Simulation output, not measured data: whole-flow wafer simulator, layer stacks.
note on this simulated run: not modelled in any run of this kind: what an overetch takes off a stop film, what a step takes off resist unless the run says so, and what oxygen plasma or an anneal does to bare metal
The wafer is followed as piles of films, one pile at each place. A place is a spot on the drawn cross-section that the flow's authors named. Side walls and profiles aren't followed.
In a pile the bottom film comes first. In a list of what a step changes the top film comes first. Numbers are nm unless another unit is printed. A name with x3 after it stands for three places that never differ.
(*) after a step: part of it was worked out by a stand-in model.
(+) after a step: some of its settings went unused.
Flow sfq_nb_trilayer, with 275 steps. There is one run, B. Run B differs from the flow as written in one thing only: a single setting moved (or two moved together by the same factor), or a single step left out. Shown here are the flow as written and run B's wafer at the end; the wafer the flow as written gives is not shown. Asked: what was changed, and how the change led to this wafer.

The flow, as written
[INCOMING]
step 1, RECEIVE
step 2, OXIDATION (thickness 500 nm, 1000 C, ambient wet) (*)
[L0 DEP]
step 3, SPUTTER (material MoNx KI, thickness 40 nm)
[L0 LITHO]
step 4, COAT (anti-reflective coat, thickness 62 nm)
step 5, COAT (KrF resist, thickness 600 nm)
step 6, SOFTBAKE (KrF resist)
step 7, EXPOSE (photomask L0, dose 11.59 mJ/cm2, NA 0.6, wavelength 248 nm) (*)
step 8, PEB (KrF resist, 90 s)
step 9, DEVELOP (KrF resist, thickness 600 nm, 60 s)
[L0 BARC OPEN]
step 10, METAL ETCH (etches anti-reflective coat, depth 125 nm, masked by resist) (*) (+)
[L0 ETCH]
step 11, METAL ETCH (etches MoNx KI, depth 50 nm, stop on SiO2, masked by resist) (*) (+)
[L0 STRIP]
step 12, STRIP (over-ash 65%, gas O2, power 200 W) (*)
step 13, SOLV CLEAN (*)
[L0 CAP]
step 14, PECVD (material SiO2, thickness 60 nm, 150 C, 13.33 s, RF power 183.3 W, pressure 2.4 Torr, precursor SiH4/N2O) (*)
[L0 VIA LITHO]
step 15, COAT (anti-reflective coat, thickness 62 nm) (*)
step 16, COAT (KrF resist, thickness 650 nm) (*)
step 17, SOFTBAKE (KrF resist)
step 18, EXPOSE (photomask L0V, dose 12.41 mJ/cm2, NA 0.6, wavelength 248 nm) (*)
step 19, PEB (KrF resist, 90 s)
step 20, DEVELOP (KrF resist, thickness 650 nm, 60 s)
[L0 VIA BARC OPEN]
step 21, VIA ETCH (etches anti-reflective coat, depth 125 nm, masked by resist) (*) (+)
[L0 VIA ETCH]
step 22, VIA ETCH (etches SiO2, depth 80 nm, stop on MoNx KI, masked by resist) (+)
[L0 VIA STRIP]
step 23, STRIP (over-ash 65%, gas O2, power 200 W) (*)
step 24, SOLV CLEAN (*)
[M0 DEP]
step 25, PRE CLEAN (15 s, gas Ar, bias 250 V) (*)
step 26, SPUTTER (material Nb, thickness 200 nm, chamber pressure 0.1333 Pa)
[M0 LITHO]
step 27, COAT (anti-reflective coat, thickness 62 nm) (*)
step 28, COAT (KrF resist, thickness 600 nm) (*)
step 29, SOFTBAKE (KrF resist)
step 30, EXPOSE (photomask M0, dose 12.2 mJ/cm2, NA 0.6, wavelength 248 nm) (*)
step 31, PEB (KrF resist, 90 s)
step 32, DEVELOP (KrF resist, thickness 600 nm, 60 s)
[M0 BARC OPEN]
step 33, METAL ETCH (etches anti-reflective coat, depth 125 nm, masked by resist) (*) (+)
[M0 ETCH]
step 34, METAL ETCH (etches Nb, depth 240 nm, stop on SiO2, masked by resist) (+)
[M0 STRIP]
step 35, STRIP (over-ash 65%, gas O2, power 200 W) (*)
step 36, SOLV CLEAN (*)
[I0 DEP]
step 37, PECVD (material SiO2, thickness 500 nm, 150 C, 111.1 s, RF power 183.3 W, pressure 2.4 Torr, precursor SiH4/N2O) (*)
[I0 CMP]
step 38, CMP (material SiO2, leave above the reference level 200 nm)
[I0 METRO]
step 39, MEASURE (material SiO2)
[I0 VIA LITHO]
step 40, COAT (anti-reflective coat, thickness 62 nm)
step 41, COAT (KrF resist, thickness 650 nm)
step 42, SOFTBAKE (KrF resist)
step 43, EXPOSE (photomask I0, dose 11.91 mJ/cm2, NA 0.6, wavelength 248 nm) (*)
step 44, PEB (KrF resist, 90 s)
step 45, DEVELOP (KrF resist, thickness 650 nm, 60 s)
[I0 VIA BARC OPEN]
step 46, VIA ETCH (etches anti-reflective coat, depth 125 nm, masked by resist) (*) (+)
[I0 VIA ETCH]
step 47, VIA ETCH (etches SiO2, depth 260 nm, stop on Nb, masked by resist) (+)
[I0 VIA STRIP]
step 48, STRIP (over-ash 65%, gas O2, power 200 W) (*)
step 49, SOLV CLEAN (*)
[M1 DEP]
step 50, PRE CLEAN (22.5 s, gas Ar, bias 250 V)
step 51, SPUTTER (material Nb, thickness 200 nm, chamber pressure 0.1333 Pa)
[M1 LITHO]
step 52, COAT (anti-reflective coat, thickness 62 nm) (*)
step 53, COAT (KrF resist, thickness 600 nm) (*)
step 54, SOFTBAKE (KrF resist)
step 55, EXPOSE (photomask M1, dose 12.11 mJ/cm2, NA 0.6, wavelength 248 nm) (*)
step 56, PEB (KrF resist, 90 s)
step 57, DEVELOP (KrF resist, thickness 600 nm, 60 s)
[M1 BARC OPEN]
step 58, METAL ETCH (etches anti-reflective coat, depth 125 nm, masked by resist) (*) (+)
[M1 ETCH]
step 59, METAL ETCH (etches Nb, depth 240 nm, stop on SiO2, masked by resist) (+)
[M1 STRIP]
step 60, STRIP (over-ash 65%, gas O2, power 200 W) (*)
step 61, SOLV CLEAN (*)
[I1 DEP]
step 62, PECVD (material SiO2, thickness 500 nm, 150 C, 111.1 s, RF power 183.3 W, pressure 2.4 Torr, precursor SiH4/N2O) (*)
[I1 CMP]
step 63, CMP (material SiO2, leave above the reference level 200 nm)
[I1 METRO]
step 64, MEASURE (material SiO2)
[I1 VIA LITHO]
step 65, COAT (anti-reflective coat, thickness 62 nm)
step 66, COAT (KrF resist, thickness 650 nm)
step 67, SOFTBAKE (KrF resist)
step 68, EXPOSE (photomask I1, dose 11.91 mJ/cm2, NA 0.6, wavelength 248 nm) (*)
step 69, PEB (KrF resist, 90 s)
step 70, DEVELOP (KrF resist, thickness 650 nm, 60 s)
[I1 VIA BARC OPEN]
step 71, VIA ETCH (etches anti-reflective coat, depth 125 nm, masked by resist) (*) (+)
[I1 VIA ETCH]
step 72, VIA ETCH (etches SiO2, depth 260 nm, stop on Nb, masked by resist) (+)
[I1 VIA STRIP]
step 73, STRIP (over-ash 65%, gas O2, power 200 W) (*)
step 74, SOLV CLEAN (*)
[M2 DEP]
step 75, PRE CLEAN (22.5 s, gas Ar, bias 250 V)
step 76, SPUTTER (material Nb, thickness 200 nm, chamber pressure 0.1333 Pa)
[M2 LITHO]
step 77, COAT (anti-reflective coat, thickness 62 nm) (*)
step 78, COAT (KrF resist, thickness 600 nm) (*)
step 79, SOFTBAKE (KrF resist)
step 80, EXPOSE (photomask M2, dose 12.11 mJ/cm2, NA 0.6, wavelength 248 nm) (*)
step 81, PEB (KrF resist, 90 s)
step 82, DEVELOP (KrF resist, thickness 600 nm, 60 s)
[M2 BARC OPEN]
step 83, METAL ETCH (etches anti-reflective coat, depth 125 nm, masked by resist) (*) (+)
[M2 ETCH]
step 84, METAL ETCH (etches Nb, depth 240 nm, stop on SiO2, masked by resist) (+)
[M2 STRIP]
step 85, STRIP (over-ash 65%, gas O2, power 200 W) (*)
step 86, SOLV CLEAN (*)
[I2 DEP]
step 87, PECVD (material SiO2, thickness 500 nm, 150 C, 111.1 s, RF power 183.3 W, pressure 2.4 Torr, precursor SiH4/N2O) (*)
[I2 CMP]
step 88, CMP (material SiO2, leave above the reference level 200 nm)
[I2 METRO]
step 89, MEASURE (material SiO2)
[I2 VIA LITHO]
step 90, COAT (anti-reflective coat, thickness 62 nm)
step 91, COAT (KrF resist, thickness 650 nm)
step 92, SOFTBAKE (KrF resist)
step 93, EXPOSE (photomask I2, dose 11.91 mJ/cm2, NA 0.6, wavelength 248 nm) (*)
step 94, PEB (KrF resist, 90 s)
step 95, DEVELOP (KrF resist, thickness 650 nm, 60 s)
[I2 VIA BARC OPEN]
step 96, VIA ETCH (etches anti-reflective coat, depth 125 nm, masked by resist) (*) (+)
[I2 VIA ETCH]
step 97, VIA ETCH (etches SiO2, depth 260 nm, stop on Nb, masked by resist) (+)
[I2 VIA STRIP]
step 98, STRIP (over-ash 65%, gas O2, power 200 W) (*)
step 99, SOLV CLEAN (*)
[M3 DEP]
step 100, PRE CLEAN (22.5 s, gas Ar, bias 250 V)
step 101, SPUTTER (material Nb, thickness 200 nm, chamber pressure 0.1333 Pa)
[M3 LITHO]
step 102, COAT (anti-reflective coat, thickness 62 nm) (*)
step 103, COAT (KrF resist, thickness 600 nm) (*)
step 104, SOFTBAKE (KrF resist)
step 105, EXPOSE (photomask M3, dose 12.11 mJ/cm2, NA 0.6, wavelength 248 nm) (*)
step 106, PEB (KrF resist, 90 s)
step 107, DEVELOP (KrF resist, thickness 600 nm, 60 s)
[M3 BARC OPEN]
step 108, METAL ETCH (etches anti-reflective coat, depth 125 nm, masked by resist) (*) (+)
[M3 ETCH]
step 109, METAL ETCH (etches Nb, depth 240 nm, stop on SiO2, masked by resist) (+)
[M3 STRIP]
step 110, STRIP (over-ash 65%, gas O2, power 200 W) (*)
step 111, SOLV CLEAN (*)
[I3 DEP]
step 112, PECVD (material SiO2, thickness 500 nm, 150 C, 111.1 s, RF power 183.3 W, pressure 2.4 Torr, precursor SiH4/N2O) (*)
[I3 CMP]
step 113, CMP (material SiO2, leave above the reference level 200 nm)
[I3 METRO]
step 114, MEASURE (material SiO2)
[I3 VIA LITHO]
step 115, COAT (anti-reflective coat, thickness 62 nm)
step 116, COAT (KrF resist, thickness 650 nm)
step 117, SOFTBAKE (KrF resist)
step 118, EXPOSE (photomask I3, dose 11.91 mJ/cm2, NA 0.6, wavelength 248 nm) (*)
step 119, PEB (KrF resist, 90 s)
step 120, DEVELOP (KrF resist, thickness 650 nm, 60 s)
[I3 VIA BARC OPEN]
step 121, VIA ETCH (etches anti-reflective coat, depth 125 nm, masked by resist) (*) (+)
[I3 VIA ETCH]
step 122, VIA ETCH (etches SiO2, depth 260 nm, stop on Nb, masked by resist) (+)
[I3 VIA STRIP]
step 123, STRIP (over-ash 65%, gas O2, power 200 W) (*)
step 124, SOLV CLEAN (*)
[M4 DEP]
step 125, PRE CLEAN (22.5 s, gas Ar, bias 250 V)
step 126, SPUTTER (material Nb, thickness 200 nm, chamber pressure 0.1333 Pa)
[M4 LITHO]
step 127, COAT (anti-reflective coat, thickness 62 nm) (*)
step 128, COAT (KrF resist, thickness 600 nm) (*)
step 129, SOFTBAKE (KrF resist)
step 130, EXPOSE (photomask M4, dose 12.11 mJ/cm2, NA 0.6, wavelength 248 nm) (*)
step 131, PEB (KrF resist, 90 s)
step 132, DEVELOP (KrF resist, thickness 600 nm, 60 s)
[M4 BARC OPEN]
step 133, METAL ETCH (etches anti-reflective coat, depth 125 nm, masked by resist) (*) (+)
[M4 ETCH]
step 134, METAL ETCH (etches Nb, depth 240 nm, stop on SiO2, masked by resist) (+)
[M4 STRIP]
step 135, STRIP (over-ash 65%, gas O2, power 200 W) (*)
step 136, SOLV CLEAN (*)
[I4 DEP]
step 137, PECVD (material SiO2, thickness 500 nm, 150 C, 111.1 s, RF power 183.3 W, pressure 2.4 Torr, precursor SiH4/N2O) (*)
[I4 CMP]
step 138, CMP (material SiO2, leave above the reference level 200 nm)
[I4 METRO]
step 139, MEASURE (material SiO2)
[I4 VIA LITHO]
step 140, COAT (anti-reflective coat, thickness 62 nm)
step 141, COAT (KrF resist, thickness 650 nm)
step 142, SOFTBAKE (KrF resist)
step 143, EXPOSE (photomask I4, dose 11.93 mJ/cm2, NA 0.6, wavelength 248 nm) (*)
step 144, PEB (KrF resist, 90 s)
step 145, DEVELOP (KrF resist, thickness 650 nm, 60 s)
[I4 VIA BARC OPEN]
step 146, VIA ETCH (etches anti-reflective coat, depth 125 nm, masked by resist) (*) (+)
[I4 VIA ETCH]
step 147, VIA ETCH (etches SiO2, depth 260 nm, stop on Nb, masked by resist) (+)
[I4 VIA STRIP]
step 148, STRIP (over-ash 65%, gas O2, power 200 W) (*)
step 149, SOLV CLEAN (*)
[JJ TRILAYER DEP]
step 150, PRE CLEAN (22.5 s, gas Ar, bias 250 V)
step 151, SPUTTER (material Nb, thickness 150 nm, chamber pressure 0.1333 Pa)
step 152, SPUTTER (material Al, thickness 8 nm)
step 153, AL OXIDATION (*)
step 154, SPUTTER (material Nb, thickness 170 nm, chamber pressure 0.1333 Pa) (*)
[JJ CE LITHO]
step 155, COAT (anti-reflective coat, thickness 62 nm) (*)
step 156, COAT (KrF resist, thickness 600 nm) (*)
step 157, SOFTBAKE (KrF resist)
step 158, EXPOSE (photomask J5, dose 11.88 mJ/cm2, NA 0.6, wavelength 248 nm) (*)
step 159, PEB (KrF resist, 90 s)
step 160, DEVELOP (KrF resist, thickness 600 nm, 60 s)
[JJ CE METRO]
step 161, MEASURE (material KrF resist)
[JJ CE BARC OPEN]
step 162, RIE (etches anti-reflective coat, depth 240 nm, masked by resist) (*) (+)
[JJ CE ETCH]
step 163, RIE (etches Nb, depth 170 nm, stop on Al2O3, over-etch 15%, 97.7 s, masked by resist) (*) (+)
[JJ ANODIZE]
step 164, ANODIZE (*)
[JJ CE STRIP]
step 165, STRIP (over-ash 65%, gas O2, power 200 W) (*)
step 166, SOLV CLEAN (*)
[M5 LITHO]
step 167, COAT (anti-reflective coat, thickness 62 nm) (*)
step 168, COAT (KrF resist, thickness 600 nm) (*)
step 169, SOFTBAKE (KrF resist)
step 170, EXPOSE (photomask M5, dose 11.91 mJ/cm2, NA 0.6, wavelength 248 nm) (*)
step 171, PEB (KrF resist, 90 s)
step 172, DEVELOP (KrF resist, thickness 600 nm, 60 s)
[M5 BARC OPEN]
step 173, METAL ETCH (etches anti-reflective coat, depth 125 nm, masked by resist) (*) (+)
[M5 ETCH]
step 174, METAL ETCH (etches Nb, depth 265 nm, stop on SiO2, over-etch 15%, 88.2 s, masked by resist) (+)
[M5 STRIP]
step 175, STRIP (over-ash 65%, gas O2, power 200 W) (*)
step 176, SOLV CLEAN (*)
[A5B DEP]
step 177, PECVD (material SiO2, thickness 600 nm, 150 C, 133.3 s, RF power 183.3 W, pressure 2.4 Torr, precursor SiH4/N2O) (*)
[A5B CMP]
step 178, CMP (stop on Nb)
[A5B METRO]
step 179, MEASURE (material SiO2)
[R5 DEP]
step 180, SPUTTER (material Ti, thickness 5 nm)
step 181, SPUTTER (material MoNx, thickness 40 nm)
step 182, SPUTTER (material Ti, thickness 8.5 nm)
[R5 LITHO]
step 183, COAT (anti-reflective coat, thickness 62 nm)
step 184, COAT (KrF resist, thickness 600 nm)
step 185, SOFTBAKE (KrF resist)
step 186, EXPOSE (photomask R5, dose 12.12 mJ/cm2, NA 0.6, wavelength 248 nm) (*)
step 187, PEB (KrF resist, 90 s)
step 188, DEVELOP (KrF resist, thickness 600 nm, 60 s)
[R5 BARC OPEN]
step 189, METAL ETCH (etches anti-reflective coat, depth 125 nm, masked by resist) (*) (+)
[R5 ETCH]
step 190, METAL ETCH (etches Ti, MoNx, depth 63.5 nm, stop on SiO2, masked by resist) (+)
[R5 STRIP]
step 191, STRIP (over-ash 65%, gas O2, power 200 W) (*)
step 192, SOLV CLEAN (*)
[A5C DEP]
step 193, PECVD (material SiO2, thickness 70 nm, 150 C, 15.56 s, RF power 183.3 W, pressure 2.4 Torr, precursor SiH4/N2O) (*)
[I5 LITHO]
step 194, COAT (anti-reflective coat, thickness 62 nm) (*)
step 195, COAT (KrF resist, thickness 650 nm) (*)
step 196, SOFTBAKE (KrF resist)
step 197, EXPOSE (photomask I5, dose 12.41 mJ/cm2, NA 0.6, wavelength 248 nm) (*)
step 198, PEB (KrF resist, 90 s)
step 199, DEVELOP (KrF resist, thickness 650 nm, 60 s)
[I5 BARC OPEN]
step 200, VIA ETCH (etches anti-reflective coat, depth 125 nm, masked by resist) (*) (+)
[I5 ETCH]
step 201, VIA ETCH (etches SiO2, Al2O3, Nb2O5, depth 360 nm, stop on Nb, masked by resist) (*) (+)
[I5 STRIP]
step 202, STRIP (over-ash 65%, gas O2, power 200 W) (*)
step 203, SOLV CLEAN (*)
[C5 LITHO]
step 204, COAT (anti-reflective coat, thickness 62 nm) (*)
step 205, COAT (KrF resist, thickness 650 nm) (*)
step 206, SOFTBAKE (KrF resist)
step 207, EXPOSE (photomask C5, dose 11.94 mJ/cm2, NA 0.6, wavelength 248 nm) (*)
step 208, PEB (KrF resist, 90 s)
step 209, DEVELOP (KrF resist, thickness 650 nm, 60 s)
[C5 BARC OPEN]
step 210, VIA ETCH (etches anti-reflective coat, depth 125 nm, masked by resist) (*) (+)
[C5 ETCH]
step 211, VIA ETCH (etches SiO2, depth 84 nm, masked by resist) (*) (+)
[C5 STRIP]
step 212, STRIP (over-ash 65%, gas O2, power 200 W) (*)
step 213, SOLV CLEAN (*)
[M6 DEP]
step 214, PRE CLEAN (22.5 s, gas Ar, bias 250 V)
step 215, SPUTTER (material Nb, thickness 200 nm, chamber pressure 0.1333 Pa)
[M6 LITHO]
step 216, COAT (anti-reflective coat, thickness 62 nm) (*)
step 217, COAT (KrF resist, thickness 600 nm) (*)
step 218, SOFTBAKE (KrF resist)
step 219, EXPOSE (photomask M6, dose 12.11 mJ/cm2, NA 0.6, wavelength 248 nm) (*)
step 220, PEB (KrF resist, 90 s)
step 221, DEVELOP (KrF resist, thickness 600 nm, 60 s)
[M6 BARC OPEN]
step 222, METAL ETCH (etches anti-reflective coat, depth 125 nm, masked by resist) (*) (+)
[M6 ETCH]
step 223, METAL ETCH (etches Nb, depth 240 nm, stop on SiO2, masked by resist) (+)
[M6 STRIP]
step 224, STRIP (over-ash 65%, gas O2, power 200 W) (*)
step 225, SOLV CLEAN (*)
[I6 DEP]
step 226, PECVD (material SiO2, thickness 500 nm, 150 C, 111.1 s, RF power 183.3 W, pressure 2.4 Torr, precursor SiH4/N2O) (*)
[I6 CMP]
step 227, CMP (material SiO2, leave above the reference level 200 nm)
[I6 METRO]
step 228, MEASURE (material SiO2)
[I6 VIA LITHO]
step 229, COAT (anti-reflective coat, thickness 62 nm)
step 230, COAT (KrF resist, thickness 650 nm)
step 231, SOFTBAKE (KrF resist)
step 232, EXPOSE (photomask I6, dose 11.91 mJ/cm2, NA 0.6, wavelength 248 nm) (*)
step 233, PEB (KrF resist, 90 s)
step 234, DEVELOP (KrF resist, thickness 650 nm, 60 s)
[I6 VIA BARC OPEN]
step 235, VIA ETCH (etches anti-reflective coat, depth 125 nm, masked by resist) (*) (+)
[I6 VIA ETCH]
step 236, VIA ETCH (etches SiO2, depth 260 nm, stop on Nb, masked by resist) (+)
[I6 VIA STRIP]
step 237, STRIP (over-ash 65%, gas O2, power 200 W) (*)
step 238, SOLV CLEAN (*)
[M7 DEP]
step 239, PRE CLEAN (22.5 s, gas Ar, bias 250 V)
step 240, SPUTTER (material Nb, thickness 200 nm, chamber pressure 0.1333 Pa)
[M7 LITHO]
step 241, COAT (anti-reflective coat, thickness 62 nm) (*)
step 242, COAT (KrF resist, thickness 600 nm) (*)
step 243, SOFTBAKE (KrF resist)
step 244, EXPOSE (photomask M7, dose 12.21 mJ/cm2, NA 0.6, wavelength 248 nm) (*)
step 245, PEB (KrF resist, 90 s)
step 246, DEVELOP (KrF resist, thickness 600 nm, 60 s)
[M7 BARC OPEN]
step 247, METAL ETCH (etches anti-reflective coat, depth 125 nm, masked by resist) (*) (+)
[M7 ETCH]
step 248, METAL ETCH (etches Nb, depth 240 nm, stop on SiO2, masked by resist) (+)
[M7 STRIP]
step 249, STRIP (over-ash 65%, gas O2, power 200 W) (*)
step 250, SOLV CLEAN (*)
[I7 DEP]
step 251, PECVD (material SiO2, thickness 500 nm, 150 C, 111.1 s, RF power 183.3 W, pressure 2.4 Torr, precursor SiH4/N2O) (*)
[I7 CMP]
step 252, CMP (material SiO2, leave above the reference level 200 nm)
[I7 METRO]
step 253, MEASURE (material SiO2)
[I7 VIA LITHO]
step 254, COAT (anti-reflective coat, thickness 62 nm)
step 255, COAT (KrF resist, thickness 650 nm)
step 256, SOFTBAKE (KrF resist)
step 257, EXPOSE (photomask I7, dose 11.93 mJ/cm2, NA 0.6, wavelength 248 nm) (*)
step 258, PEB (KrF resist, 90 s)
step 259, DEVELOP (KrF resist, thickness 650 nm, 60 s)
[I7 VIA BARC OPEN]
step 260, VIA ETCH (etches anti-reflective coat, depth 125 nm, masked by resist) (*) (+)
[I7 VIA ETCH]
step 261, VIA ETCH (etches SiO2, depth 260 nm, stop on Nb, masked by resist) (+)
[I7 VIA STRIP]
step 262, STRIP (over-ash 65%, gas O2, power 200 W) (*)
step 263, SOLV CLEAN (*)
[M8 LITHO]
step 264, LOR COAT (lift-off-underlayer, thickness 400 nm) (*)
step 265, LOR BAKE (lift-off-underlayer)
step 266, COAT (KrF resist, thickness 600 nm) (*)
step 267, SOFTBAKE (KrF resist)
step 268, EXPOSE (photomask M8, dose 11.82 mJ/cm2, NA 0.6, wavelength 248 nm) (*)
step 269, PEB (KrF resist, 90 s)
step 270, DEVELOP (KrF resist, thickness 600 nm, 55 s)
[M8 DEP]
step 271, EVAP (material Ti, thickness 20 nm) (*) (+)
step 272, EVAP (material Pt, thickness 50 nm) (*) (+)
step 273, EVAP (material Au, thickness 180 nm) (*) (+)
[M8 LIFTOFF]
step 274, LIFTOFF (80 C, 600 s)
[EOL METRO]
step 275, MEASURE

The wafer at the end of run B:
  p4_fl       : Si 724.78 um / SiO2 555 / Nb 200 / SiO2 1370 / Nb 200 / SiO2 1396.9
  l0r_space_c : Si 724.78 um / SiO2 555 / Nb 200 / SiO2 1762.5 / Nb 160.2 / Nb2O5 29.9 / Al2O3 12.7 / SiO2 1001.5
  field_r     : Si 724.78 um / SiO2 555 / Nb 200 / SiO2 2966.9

The reason: step 151, SPUTTER: thickness 171 nm was run, though the flow has thickness 150 nm.

The path from the change to this, step by step:
  step 151, SPUTTER (material Nb, thickness 150 nm, chamber pressure 0.1333 Pa)
      field_l, v_sur, via_sp and 100 more: Nb gains 171 (new film) (in the flow as written it would be: Nb gains 150 (new film))
      via_wl, via_w, via_wr: Nb gains 148.8 (in the flow as written it would be: Nb gains 130.4)
  step 155, COAT (anti-reflective coat, thickness 62 nm) (*)
      via_wl, via_wr: anti-reflective coat gains 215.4 (new film) (in the flow as written it would be: anti-reflective coat gains 209.4 (new film))
  step 162, RIE (etches anti-reflective coat, depth 240 nm, masked by resist) (*) (+)
      ce_l, c5j, ce_r, wl_jj: KrF resist loses 215.4 (in the flow as written it would be: KrF resist loses 209.4)
      via_wl, via_wr: anti-reflective coat loses 215.4 (all of it) (in the flow as written it would be: anti-reflective coat loses 209.4 (all of it))
  step 165, STRIP (over-ash 65%, gas O2, power 200 W) (*)
      c5j, ce_r: KrF resist loses 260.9 (all of it), anti-reflective coat loses 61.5 (all of it) (in the flow as written it would be: KrF resist loses 266.9 (all of it), anti-reflective coat loses 61.5 (all of it))
      ce_l: KrF resist loses 260.8 (all of it), anti-reflective coat loses 61.4 (all of it) (in the flow as written it would be: KrF resist loses 266.8 (all of it), anti-reflective coat loses 61.4 (all of it))
      (as well as at 1 more place)
  step 174, METAL ETCH (etches Nb, depth 265 nm, stop on SiO2, over-etch 15%, 88.2 s, masked by resist) (+)
      field_l, r_sur, res and 50 more: Al2O3 loses 12.6 (all of it), Nb2O5 loses 29.9 (all of it), Nb loses 160.2 (all of it), SiO2 loses 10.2 (in the flow as written it would be: Al2O3 loses 12.6 (all of it), Nb2O5 loses 29.9 (all of it), Nb loses 139.2 (all of it), SiO2 loses 12.3)
  step 178, CMP (stop on Nb)
      field_l, p4_fl, p4_fm and 39 more: SiO2 loses 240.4 (in the flow as written it would be: SiO2 loses 259.3)
      r_sur, res, r_end, moat, field_r, lsp_l: SiO2 loses 232.7 (in the flow as written it would be: SiO2 loses 252.3)
      (as well as at 5 more places)
